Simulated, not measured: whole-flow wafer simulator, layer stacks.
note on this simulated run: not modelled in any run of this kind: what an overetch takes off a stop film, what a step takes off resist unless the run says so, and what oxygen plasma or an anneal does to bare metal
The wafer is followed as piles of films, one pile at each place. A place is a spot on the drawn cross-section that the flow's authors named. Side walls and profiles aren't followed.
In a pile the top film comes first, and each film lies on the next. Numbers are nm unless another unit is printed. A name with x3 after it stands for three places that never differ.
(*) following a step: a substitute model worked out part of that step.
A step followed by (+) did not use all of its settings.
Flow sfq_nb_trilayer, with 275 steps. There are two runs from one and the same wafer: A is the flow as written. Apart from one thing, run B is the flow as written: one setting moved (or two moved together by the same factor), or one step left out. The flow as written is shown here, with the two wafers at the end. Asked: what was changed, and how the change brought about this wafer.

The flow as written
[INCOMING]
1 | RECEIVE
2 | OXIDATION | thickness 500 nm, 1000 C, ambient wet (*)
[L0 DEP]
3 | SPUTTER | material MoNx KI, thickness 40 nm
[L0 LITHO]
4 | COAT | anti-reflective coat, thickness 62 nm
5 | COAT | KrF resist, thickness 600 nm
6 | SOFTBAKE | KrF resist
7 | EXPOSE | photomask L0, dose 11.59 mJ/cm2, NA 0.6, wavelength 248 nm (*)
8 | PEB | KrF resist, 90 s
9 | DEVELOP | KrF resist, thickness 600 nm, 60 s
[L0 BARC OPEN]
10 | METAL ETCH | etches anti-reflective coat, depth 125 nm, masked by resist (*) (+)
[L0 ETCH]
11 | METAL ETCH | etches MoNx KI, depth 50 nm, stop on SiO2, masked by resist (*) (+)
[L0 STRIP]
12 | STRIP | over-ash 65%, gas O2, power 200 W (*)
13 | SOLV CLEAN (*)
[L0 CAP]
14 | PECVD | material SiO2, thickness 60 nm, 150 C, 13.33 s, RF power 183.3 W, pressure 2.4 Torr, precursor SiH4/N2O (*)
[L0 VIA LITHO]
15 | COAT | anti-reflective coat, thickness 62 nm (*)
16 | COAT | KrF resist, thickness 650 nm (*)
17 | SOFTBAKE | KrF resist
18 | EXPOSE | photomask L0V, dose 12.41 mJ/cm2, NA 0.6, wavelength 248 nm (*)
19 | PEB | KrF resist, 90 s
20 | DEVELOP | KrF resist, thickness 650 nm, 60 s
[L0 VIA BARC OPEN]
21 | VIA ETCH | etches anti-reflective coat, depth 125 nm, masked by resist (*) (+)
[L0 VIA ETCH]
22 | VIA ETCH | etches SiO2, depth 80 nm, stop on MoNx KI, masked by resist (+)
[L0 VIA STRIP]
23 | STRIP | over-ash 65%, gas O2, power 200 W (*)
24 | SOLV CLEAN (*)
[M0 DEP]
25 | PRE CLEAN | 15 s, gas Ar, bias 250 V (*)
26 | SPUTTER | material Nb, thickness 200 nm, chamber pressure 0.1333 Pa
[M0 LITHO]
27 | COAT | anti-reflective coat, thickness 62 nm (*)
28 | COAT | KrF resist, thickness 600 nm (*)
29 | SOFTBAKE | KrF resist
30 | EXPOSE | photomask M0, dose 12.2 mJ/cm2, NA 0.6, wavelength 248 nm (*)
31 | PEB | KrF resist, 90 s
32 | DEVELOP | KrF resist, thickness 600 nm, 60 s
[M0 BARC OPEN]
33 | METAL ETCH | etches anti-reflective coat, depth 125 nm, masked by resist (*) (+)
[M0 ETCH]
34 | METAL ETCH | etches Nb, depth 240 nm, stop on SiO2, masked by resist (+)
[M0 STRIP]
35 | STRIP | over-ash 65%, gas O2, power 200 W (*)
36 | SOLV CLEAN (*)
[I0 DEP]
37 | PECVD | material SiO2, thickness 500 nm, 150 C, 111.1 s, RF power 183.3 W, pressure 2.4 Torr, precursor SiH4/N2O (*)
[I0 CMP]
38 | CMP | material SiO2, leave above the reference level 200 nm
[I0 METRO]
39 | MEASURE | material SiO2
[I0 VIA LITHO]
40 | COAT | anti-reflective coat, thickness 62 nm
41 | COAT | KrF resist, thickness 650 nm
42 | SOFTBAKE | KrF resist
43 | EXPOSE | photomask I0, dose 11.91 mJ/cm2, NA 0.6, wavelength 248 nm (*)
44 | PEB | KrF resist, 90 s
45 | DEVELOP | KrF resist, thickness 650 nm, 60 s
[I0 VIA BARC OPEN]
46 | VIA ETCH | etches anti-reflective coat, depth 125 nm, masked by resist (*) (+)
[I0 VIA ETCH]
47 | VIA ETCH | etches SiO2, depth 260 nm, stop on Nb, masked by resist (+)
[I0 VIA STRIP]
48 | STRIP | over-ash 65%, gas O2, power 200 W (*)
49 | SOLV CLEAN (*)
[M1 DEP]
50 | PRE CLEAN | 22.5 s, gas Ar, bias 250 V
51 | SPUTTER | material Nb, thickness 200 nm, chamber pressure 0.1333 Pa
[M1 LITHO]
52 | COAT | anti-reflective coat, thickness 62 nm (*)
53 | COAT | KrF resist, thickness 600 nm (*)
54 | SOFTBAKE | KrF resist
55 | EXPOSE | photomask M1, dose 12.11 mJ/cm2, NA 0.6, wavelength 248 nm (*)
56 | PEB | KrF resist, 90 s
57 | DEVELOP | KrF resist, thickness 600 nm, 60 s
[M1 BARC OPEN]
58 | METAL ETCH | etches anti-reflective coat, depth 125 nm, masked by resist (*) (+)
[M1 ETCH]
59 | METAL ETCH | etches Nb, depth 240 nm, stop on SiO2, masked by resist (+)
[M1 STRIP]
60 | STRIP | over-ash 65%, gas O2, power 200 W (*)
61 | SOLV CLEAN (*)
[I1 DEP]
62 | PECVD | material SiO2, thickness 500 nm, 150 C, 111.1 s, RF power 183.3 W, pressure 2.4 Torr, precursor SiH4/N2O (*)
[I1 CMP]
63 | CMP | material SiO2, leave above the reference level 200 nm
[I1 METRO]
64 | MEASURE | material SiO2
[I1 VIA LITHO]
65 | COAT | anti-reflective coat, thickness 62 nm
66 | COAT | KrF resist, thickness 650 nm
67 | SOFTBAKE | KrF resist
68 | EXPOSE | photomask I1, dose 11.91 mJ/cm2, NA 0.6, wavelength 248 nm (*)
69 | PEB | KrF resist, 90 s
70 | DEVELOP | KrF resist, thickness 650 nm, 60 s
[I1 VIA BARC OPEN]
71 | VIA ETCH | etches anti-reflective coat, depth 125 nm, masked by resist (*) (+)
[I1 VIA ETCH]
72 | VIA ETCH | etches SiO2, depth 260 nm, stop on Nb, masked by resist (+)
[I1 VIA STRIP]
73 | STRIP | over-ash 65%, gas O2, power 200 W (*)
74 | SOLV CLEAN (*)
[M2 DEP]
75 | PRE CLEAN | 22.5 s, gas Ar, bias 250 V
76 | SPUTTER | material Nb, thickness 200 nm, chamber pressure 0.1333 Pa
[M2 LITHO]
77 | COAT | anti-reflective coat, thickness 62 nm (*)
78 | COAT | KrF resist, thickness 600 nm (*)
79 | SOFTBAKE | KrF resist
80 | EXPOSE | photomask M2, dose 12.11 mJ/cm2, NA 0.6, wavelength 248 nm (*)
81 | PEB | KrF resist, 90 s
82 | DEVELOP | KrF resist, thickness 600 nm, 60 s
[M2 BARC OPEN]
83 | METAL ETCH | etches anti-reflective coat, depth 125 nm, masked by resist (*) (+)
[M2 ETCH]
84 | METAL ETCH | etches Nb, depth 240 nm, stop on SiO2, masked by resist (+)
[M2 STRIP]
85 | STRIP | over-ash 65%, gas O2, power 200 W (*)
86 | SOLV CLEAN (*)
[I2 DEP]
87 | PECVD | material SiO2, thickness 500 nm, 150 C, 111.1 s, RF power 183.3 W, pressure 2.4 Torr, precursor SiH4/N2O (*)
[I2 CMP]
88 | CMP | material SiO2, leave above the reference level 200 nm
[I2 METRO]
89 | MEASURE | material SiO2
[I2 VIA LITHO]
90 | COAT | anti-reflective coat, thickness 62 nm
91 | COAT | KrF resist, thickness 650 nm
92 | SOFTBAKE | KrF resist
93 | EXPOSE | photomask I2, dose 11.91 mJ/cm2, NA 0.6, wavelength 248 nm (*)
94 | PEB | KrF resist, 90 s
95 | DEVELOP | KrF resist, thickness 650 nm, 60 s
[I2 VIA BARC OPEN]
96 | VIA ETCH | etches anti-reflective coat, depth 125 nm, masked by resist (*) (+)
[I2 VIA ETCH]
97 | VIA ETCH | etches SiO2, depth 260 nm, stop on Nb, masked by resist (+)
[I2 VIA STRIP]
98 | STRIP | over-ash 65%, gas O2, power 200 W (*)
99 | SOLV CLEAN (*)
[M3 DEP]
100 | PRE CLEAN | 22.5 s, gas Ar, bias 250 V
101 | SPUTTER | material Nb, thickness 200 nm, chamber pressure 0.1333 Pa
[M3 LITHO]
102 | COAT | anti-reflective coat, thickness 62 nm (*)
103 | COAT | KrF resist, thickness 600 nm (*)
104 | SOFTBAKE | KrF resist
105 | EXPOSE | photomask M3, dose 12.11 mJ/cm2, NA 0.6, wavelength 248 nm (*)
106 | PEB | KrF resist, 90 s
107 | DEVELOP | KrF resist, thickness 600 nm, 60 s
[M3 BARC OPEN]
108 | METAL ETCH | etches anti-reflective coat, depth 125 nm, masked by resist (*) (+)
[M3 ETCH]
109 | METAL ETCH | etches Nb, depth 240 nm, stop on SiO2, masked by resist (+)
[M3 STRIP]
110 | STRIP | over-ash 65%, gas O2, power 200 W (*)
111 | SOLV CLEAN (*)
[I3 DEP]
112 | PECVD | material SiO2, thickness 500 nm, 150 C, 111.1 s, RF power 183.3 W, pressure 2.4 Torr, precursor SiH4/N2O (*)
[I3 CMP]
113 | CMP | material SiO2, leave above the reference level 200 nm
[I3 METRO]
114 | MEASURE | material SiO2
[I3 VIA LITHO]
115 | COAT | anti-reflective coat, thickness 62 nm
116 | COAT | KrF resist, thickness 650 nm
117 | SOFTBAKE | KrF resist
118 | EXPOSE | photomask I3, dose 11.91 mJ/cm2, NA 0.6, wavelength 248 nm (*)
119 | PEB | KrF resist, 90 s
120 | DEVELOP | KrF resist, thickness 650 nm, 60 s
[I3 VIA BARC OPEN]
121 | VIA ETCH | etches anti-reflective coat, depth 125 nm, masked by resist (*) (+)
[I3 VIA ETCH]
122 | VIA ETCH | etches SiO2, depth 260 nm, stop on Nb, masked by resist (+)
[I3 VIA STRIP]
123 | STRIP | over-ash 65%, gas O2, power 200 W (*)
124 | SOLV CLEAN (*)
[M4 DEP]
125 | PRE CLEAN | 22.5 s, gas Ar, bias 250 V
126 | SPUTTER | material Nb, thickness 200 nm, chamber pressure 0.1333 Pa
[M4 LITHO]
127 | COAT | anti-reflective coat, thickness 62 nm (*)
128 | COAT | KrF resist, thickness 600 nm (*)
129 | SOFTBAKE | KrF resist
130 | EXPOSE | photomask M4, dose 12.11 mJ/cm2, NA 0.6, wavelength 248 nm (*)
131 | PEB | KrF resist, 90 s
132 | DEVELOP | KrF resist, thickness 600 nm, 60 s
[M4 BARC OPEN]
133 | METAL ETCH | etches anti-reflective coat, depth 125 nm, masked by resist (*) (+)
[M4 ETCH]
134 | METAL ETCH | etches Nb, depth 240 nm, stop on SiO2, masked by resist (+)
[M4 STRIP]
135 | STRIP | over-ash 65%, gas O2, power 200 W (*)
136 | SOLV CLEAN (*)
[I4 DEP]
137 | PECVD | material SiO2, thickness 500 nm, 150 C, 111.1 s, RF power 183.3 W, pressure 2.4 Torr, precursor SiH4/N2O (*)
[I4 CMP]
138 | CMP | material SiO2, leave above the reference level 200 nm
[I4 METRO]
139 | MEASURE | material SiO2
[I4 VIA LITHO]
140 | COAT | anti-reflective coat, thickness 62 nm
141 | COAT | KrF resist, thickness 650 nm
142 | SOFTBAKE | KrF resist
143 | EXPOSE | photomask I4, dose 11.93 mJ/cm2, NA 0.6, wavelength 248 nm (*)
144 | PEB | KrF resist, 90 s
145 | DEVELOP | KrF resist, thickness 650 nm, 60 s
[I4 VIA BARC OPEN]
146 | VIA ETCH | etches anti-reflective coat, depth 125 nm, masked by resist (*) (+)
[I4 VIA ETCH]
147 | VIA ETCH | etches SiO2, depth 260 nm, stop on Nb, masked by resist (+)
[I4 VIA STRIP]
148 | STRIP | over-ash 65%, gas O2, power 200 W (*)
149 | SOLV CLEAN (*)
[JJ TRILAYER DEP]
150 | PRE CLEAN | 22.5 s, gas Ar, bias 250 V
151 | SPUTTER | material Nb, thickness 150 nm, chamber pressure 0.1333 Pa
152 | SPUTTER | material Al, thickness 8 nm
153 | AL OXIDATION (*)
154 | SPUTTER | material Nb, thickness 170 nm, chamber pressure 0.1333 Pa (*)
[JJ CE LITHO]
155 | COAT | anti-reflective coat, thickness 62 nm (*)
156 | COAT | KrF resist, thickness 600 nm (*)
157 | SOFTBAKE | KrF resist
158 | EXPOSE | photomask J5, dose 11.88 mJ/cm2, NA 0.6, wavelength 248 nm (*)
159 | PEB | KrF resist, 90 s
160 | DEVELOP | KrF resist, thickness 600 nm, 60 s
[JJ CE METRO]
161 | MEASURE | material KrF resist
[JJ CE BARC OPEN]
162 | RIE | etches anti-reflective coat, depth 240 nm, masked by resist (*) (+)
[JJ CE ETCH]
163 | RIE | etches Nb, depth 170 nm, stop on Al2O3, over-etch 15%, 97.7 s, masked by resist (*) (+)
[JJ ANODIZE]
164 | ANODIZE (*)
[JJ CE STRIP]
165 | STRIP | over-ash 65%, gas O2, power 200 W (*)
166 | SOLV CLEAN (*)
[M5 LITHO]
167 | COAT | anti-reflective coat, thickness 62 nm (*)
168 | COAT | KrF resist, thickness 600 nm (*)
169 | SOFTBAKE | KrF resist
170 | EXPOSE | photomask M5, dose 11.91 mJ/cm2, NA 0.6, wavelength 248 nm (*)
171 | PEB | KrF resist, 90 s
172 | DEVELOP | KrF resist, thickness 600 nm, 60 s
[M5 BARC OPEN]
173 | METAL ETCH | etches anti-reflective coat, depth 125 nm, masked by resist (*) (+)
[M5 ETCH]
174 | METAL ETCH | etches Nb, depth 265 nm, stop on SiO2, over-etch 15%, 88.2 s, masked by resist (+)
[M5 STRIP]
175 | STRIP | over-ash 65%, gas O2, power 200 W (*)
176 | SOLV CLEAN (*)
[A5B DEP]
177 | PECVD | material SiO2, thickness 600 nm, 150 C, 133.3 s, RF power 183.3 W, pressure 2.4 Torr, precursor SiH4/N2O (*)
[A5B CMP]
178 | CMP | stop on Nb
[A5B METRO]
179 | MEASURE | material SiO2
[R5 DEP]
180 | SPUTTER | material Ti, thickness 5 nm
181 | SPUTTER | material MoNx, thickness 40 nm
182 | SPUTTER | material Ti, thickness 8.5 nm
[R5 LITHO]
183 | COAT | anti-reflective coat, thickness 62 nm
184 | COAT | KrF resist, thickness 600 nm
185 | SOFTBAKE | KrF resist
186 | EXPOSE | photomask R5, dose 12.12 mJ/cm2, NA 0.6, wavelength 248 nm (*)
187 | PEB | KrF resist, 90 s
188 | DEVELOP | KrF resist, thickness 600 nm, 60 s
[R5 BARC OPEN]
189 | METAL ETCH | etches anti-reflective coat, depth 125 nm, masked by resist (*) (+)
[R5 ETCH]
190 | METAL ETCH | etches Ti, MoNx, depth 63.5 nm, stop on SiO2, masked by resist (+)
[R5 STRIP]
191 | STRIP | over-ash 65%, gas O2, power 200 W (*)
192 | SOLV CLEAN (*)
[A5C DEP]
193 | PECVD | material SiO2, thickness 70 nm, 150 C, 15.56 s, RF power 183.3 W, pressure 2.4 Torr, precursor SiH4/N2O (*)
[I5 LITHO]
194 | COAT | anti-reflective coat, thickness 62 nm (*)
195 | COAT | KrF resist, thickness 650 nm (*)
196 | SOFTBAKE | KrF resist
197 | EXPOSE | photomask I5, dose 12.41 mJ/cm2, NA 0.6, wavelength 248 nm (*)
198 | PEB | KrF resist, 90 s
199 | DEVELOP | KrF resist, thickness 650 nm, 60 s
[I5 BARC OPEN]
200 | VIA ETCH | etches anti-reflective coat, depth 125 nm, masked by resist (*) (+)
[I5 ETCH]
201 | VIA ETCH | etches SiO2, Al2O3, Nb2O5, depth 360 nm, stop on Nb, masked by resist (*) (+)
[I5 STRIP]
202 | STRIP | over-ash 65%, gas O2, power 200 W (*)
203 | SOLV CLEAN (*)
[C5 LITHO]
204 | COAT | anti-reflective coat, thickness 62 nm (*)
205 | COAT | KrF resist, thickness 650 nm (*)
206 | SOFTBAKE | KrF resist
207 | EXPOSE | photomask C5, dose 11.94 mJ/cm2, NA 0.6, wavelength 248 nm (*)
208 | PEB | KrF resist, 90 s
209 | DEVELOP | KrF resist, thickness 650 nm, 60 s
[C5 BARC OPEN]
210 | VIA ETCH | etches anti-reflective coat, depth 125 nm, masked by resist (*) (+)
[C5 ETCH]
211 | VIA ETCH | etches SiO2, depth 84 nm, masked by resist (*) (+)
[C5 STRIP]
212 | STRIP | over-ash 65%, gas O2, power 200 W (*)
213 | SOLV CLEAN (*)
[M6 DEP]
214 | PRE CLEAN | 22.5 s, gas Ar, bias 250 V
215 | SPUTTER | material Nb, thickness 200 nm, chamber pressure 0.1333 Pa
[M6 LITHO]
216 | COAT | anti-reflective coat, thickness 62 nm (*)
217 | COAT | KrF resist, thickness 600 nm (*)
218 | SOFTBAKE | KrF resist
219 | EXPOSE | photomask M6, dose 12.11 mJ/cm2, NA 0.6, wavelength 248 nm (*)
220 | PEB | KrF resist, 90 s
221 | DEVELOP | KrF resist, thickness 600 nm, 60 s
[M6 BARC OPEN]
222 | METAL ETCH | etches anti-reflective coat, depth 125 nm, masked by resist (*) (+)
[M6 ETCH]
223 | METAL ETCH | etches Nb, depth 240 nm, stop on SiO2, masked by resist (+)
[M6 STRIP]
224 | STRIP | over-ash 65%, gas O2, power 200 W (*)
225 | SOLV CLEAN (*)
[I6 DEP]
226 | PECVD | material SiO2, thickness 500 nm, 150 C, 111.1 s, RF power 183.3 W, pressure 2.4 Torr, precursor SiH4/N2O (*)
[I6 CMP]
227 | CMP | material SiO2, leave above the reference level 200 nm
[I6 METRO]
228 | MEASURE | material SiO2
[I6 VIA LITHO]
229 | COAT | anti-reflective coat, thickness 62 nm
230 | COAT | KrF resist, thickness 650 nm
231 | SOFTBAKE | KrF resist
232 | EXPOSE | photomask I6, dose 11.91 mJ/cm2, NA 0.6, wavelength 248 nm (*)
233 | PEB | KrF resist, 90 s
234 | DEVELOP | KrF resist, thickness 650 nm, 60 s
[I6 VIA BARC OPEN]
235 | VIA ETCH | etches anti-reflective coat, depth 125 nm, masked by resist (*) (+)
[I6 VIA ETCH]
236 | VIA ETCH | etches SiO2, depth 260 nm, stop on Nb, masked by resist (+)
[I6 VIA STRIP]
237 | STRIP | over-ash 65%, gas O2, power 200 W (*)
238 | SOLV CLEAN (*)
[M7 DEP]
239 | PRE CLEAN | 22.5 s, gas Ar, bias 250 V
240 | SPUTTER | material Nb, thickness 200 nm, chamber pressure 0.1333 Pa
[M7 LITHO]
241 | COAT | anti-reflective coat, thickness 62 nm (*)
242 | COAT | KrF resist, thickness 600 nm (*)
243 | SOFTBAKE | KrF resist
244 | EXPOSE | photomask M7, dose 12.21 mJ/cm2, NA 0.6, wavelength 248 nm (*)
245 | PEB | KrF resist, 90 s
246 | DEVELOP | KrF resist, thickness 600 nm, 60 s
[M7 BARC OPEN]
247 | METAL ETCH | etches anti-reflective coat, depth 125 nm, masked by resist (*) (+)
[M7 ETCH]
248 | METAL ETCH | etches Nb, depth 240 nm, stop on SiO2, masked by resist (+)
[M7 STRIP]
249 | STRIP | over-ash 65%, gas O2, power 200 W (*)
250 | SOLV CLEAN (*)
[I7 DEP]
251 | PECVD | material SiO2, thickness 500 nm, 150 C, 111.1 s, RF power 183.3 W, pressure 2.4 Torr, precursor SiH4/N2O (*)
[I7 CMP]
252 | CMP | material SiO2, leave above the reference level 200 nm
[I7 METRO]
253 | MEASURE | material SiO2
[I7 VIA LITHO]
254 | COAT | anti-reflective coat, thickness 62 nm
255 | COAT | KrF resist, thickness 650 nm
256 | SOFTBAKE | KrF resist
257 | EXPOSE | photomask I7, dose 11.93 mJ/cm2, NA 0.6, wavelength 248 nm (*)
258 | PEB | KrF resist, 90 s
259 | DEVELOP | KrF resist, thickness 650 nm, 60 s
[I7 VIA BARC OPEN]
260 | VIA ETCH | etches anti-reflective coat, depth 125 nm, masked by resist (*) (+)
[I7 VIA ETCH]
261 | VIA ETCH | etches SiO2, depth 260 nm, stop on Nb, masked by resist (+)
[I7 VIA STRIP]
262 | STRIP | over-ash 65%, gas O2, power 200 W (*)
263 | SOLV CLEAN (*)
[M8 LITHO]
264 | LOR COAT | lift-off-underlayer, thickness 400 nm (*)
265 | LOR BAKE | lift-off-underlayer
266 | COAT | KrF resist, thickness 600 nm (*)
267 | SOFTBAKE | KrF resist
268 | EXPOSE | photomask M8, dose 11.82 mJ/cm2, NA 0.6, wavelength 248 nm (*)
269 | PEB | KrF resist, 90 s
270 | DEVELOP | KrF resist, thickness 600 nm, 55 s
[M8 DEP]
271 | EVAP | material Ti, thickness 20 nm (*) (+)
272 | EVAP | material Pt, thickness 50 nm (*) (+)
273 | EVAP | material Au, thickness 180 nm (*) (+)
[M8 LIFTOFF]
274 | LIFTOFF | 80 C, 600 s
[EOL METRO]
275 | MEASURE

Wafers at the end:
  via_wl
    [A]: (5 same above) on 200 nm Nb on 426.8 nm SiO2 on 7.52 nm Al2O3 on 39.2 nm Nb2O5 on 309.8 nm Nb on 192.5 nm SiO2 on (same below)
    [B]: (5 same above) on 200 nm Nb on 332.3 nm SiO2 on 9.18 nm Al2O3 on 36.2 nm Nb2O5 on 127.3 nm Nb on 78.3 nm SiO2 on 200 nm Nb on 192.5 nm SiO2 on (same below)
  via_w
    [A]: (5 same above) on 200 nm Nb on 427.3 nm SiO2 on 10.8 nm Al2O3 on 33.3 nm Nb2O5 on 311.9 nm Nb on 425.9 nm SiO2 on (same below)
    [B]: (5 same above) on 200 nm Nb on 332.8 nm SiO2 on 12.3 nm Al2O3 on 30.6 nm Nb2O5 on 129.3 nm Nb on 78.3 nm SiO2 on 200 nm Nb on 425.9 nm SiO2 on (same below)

Cause: step 147, VIA ETCH: depth 114 nm was run, though the flow has depth 260 nm.

The path from the change to this, step by step:
  147 | VIA ETCH | etches SiO2, depth 260 nm, stop on Nb, masked by resist (+)
      via_wl, via_w, via_wr: A SiO2 loses 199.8 (all of it) | B SiO2 loses 114
      field_l, v_sur, via_sp and 100 more: A KrF resist loses 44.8 | B KrF resist loses 19.7
  148 | STRIP | over-ash 65%, gas O2, power 200 W (*)
      field_l, v_sur, via_sp and 100 more: A KrF resist loses 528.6 (all of it), anti-reflective coat loses 62 (all of it) | B KrF resist loses 553.8 (all of it), anti-reflective coat loses 62 (all of it)
  150 | PRE CLEAN | 22.5 s, gas Ar, bias 250 V
      via_wl, via_w, via_wr: A Nb loses 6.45 | B SiO2 loses 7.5
  151 | SPUTTER | material Nb, thickness 150 nm, chamber pressure 0.1333 Pa
      via_wl, via_w, via_wr: A Nb gains 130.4 | B Nb gains 140.3 (new film)
  152 | SPUTTER | material Al, thickness 8 nm
      via_wl, via_wr: A Al gains 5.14 (new film) | B Al gains 6.15 (new film)
      via_w: A Al gains 7.12 (new film) | B Al gains 7.83 (new film)
  154 | SPUTTER | material Nb, thickness 170 nm, chamber pressure 0.1333 Pa (*)
      via_wl, via_wr: A Nb gains 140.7 (new film) | B Nb gains 126.1 (new film)
      via_w: A Nb gains 141 (new film) | B Nb gains 166.8 (new film)
  155 | COAT | anti-reflective coat, thickness 62 nm (*)
      via_wl, via_wr: A anti-reflective coat gains 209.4 (new film) | B anti-reflective coat gains 175.9 (new film)
      v_sur: A anti-reflective coat gains 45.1 (new film) | B anti-reflective coat gains 49.3 (new film)
      (and at 2 other places as well)
  156 | COAT | KrF resist, thickness 600 nm (*)
      via_wl: A KrF resist gains 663 (new film) | B KrF resist gains 635.1 (new film)
      via_w: A KrF resist gains 763.8 (new film) | B KrF resist gains 675 (new film)
      (and at 1 other place as well)
  160 | DEVELOP | KrF resist, thickness 600 nm, 60 s
      via_wl: A KrF resist loses 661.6 (all of it) | B KrF resist loses 633.7 (all of it)
      via_w: A KrF resist loses 762.1 (all of it) | B KrF resist loses 673.5 (all of it)
      (and at 1 other place as well)
  162 | RIE | etches anti-reflective coat, depth 240 nm, masked by resist (*) (+)
      ce_l, c5j, ce_r, wl_jj: A KrF resist loses 209.4 | B KrF resist loses 175.9
      via_wl, via_wr: A anti-reflective coat loses 209.4 (all of it) | B anti-reflective coat loses 175.9 (all of it)
      (and at 3 other places as well)
  163 | RIE | etches Nb, depth 170 nm, stop on Al2O3, over-etch 15%, 97.7 s, masked by resist (*) (+)
      via_w: A Nb loses 141 (all of it), Al2O3 loses 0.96 (all of it) | B Nb loses 166.8 (all of it), Al2O3 loses 0.57
      via_wl, via_wr: A Nb loses 140.7 (all of it), Al2O3 loses 0.96 (all of it) | B Nb loses 126.1 (all of it), Al2O3 loses 0.96 (all of it)
  164 | ANODIZE (*)
      via_w: A Al2O3 gains 10.8 (new film), Nb2O5 gains 33.3 (new film), Al loses 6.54 (all of it), Nb loses 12 | B Al2O3 gains 12, Nb2O5 gains 30.6 (new film), Al loses 7.25 (all of it), Nb loses 11
      via_wl, via_wr: A Al2O3 gains 7.52 (new film), Nb2O5 gains 39.2 (new film), Al loses 4.56 (all of it), Nb loses 14.1 | B Al2O3 gains 9.18 (new film), Nb2O5 gains 36.2 (new film), Al loses 5.57 (all of it), Nb loses 13
  165 | STRIP | over-ash 65%, gas O2, power 200 W (*)
      ce_l: A KrF resist loses 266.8 (all of it), anti-reflective coat loses 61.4 (all of it) | B KrF resist loses 300.9 (all of it), anti-reflective coat loses 61.7 (all of it)
      c5j: A KrF resist loses 266.9 (all of it), anti-reflective coat loses 61.5 (all of it) | B KrF resist loses 300.9 (all of it), anti-reflective coat loses 61.7 (all of it)
      (and at 2 other places as well)
  167 | COAT | anti-reflective coat, thickness 62 nm (*)
      v_sur: A anti-reflective coat gains 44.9 (new film) | B anti-reflective coat gains 46.1 (new film)
      via_wl: A anti-reflective coat gains 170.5 (new film) | B anti-reflective coat gains 110.2 (new film)
      (and at 3 other places as well)
  168 | COAT | KrF resist, thickness 600 nm (*)
      v_sur: A KrF resist gains 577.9 (new film) | B KrF resist gains 592 (new film)
      via_w: A KrF resist gains 732.6 (new film) | B KrF resist gains 673.9 (new film)
  175 | STRIP | over-ash 65%, gas O2, power 200 W (*)
      v_sur: A KrF resist loses 349.2 (all of it), anti-reflective coat loses 44.9 (all of it) | B KrF resist loses 363.2 (all of it), anti-reflective coat loses 46.1 (all of it)
      via_wl: A KrF resist loses 427 (all of it), anti-reflective coat loses 170.5 (all of it) | B KrF resist loses 414.2 (all of it), anti-reflective coat loses 110.2 (all of it)
      (and at 3 other places as well)
  178 | CMP | stop on Nb
      via_wl, via_wr: A SiO2 loses 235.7 | B SiO2 loses 330.2
      via_w: A SiO2 loses 235.2 | B SiO2 loses 329.7
Taking metal films that touch as one body, via_wl has 8 bodies (between them, from the top down: SiO2 192.5; SiO2 332.3 / Al2O3 9.18 / Nb2O5 36.2; SiO2 78.3; SiO2 192.5; SiO2 192.5; SiO2 192.5; SiO2 192.5); the flow as written gives 7 bodies (between them, from the top down: SiO2 192.5; SiO2 426.8 / Al2O3 7.52 / Nb2O5 39.2; SiO2 192.5; SiO2 192.5; SiO2 192.5; SiO2 192.5).
Taking metal films that touch as one body, via_w has 6 bodies (between them, from the top down: SiO2 192.5; SiO2 332.8 / Al2O3 12.3 / Nb2O5 30.6; SiO2 78.3; SiO2 425.9; SiO2 416.9); the flow as written gives 5 bodies (between them, from the top down: SiO2 192.5; SiO2 427.3 / Al2O3 10.8 / Nb2O5 33.3; SiO2 425.9; SiO2 416.9).
